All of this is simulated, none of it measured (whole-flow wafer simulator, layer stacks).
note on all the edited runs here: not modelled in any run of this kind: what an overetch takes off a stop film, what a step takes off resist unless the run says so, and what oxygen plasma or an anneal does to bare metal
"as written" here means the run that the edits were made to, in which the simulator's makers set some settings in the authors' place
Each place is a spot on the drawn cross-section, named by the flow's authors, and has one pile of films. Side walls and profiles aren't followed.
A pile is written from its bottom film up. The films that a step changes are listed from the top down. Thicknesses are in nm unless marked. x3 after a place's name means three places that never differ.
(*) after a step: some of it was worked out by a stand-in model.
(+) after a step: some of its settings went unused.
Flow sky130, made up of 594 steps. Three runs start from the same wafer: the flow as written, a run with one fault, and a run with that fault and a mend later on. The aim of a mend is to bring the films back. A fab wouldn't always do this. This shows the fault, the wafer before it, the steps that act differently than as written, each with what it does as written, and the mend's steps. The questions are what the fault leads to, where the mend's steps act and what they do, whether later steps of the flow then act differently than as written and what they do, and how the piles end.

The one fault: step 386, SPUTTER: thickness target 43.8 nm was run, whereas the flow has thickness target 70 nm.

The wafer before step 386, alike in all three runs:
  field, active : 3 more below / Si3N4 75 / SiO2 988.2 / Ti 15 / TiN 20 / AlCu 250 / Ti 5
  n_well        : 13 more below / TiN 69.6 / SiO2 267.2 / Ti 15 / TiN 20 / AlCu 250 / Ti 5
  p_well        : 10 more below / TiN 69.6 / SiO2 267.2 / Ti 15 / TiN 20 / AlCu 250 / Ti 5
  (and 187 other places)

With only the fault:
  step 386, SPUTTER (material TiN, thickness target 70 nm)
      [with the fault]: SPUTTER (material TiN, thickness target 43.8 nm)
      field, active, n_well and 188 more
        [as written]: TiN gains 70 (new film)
        [with the fault]: TiN gains 43.8 (new film)
  Steps later in the flow that act otherwise than as written (not shown: 10 more steps that differ only slightly, by at most 2% or 0.5 nm, whichever is larger):
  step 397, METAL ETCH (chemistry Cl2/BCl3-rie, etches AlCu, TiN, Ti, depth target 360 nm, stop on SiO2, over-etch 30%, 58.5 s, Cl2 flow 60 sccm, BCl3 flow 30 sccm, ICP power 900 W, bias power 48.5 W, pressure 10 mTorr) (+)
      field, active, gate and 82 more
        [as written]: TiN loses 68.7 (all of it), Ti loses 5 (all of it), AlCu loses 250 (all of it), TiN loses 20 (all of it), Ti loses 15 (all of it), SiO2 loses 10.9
        [with the fault]: TiN loses 42.5 (all of it), Ti loses 5 (all of it), AlCu loses 250 (all of it), TiN loses 20 (all of it), Ti loses 15 (all of it), SiO2 loses 13.6
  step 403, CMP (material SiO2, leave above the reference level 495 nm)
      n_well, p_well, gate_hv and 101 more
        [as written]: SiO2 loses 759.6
        [with the fault]: SiO2 loses 733.4
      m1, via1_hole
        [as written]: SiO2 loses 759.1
        [with the fault]: SiO2 loses 732.9
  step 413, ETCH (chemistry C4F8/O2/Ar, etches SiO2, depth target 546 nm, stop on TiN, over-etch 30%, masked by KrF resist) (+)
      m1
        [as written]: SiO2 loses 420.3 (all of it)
        [with the fault]: SiO2 loses 446.5 (all of it)
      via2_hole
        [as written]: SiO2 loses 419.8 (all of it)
        [with the fault]: SiO2 loses 446 (all of it)
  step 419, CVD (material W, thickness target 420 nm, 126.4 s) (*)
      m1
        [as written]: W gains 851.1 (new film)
        [with the fault]: W gains 877.7 (new film)
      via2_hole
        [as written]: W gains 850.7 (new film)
        [with the fault]: W gains 877.2 (new film)
  The piles end different from the flow's at n_well, p_well, gate_hv and 103 more by more than 2% or 0.5 nm, whichever is larger.
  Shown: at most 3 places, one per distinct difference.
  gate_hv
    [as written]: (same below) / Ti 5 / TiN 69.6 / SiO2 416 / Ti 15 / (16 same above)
    [with the fault]: (same below) / Ti 5 / TiN 43.4 / SiO2 442.2 / Ti 15 / (16 same above)
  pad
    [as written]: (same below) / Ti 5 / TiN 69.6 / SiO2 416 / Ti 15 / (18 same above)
    [with the fault]: (same below) / Ti 5 / TiN 43.4 / SiO2 442.2 / Ti 15 / (18 same above)
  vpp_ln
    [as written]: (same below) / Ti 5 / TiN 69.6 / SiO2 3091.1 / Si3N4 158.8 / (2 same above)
    [with the fault]: (same below) / Ti 5 / TiN 43.4 / SiO2 3117.3 / Si3N4 158.8 / (2 same above)

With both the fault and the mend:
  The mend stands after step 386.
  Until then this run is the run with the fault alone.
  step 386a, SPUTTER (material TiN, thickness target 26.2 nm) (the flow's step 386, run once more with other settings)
      field, active, n_well and 188 more
        TiN gains 26.2
  None of the later steps of the flow acts differently than as written at any place that is followed.
  At every place that both follow, the piles at the end match the flow's.
